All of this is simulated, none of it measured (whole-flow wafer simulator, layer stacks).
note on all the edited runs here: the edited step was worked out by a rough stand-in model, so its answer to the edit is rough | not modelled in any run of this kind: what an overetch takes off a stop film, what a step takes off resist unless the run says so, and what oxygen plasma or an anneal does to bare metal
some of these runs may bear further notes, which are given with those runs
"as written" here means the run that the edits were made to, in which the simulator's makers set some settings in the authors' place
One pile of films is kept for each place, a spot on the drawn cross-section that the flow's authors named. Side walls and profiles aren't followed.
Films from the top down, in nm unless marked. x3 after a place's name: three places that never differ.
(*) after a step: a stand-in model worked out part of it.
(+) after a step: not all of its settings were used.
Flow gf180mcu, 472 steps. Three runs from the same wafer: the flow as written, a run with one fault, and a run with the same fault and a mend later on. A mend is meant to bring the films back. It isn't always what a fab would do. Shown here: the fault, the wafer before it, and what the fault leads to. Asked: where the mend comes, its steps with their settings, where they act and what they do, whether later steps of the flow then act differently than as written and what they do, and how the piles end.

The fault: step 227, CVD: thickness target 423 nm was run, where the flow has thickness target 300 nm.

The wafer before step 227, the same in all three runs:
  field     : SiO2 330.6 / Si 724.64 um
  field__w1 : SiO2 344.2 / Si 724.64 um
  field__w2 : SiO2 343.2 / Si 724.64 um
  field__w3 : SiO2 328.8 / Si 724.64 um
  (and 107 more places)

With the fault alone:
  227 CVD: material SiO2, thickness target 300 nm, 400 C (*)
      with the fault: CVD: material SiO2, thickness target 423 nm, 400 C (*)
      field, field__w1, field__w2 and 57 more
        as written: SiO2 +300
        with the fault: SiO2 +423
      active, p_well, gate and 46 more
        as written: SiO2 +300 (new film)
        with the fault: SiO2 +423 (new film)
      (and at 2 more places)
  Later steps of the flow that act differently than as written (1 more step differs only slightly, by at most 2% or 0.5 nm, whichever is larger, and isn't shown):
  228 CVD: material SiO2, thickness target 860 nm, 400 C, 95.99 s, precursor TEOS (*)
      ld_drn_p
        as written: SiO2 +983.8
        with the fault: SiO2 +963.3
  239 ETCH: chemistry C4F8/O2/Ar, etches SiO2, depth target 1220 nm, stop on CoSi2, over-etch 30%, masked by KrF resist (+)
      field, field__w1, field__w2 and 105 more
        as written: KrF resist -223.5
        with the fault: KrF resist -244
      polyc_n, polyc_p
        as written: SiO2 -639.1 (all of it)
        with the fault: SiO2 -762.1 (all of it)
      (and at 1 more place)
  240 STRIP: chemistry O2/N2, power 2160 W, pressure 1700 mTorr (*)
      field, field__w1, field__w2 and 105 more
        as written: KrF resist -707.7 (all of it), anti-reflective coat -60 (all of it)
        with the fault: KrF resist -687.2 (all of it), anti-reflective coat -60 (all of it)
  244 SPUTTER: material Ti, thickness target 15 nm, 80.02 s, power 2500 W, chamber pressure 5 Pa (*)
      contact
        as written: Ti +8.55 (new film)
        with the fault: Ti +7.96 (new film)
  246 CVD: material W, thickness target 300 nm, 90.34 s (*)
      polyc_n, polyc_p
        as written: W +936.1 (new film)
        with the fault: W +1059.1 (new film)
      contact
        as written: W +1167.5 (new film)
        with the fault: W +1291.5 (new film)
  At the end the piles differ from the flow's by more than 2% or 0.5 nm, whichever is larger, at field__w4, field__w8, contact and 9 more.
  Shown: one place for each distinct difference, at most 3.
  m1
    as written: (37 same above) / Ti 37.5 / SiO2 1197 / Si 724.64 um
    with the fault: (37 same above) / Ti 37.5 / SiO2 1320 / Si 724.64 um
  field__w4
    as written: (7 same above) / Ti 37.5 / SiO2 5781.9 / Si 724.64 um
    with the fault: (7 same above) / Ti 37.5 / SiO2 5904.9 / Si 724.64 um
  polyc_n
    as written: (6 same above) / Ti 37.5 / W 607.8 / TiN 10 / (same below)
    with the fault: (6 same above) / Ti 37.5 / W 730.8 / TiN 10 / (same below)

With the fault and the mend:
  The mend comes after step 227.
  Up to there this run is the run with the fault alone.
  227a WET ETCH: chemistry dHF, depth target 123 nm, 25 C, dilution 100:1 (*) (the flow's step 17 once more, with other settings)
      field, field__w1, field__w2 and 108 more
        SiO2 -123
  Later steps of the flow that act differently than as written:
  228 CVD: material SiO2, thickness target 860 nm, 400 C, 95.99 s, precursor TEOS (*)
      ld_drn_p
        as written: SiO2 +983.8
        with the mend: SiO2 +963.3
  At the end the piles are the same as the flow's at every place that both follow.
